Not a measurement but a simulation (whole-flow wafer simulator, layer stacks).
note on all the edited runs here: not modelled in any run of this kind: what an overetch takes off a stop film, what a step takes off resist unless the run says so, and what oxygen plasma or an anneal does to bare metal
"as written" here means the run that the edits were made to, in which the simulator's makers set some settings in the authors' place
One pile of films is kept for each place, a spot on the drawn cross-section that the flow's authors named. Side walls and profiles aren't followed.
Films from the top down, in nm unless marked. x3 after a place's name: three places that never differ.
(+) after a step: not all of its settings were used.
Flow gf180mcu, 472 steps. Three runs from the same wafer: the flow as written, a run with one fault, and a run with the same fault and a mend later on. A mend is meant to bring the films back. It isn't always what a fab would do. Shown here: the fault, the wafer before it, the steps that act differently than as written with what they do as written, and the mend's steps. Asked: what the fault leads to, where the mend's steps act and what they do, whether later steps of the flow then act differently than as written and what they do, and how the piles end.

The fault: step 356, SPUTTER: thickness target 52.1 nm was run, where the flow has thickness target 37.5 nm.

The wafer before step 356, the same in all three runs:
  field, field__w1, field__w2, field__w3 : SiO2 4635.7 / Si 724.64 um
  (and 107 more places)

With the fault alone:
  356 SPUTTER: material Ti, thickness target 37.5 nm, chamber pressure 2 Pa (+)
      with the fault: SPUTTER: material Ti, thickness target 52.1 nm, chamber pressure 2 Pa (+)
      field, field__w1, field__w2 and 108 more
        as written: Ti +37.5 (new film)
        with the fault: Ti +52.1 (new film)
  Later steps of the flow that act differently than as written:
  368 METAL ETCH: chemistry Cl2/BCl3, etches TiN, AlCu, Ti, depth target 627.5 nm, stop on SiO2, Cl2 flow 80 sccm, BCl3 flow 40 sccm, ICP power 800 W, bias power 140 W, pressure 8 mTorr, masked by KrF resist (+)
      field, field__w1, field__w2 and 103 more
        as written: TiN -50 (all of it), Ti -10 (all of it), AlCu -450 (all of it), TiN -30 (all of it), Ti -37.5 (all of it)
        with the fault: TiN -50 (all of it), Ti -10 (all of it), AlCu -450 (all of it), TiN -30 (all of it), Ti -52.1 (all of it)
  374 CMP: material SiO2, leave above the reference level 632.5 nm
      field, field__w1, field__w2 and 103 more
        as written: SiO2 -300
        with the fault: SiO2 -285.4
  At the end the piles differ from the flow's by more than 2% or 0.5 nm, whichever is larger, at field__w8, contact, m1, m1__w1, m1_nw.
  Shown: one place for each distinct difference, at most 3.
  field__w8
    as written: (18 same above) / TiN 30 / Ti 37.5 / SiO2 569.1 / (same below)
    with the fault: (18 same above) / TiN 30 / Ti 52.1 / SiO2 569.1 / (same below)
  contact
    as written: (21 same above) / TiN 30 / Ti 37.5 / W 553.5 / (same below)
    with the fault: (21 same above) / TiN 30 / Ti 52.1 / W 553.5 / (same below)

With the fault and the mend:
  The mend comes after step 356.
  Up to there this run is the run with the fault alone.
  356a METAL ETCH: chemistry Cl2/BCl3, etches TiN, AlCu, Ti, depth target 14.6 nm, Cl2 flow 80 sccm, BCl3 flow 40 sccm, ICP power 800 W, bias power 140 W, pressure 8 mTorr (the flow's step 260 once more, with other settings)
      field, field__w1, field__w2 and 108 more
        Ti -14.6
  No later step of the flow acts differently than as written at any place that is followed.
  At the end the piles are the same as the flow's at every place that both follow.
